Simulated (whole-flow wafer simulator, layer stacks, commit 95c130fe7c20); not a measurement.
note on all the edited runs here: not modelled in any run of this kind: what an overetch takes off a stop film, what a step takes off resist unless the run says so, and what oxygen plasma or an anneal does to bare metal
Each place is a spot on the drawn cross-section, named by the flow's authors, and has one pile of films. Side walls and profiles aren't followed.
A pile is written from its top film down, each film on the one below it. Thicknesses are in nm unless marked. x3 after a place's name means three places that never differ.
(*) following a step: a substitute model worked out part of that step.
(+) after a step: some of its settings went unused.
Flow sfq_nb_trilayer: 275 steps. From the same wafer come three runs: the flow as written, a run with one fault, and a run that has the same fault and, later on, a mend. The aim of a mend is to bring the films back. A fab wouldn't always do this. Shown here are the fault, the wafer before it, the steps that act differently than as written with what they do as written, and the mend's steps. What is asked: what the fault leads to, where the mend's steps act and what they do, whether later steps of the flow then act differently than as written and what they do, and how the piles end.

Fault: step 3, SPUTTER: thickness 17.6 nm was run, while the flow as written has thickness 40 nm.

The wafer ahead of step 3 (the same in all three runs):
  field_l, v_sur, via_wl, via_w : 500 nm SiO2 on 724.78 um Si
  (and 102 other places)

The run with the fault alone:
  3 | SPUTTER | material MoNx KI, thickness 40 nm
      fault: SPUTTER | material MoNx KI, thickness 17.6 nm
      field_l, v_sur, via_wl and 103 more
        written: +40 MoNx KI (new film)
        fault: +17.6 MoNx KI (new film)
  Steps further on in the flow that do not act as written (not shown: 8 more steps that differ only slightly, by at most 2% or 0.5 nm, whichever is larger):
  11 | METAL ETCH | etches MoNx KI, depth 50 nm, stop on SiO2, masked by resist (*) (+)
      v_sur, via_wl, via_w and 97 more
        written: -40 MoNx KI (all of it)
        fault: -17.6 MoNx KI (all of it)
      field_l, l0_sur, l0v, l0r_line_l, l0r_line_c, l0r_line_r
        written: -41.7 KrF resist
        fault: -22 KrF resist
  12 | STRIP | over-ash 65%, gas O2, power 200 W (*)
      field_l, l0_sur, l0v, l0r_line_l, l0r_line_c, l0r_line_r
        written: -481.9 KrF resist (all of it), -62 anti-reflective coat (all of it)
        fault: -501.6 KrF resist (all of it), -62 anti-reflective coat (all of it)
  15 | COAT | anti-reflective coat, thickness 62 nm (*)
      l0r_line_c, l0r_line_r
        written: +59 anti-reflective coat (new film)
        fault: +60.5 anti-reflective coat (new film)
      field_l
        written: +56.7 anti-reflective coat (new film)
        fault: +59.4 anti-reflective coat (new film)
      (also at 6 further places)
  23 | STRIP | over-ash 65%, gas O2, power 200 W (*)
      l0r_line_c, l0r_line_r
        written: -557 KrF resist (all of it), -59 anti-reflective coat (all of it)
        fault: -558.6 KrF resist (all of it), -60.5 anti-reflective coat (all of it)
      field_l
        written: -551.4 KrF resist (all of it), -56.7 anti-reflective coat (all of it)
        fault: -556.2 KrF resist (all of it), -59.4 anti-reflective coat (all of it)
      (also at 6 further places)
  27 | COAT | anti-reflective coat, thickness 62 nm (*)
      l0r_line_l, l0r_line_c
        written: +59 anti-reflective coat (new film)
        fault: +60.5 anti-reflective coat (new film)
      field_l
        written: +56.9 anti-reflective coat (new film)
        fault: +59.5 anti-reflective coat (new film)
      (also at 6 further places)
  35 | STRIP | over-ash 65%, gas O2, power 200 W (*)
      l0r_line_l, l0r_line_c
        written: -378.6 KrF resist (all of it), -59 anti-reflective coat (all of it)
        fault: -380.7 KrF resist (all of it), -60.5 anti-reflective coat (all of it)
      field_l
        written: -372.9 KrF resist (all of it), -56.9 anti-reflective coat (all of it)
        fault: -378.2 KrF resist (all of it), -59.5 anti-reflective coat (all of it)
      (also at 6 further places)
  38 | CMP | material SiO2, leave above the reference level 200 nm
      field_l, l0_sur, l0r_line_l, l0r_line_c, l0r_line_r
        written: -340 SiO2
        fault: -317.6 SiO2
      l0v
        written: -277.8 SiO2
        fault: -255.4 SiO2
  By the end, the piles at field_l, l0_sur, l0v, l0r_line_l, l0r_line_c, l0r_line_r depart from the flow's by more than 2% or 0.5 nm, whichever is larger.
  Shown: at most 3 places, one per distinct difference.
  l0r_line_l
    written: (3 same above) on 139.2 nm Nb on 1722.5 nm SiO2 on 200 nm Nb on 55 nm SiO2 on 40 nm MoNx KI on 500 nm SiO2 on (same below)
    fault: (3 same above) on 139.2 nm Nb on 1744.9 nm SiO2 on 200 nm Nb on 55 nm SiO2 on 17.6 nm MoNx KI on 500 nm SiO2 on (same below)
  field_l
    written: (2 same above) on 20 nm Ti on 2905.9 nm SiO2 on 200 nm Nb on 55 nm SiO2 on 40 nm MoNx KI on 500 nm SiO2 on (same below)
    fault: (2 same above) on 20 nm Ti on 2928.3 nm SiO2 on 200 nm Nb on 55 nm SiO2 on 17.6 nm MoNx KI on 500 nm SiO2 on (same below)
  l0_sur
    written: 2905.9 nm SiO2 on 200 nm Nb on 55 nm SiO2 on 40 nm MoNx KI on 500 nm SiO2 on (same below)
    fault: 2928.3 nm SiO2 on 200 nm Nb on 55 nm SiO2 on 17.6 nm MoNx KI on 500 nm SiO2 on (same below)

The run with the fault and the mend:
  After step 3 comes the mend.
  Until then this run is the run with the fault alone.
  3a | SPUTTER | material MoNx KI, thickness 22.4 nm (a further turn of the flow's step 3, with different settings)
      field_l, v_sur, via_wl and 103 more
        +22.4 MoNx KI
  Every later step of the flow that is run acts as written at every place that is followed.
  By the end, the piles equal the flow's at every place that both follow.
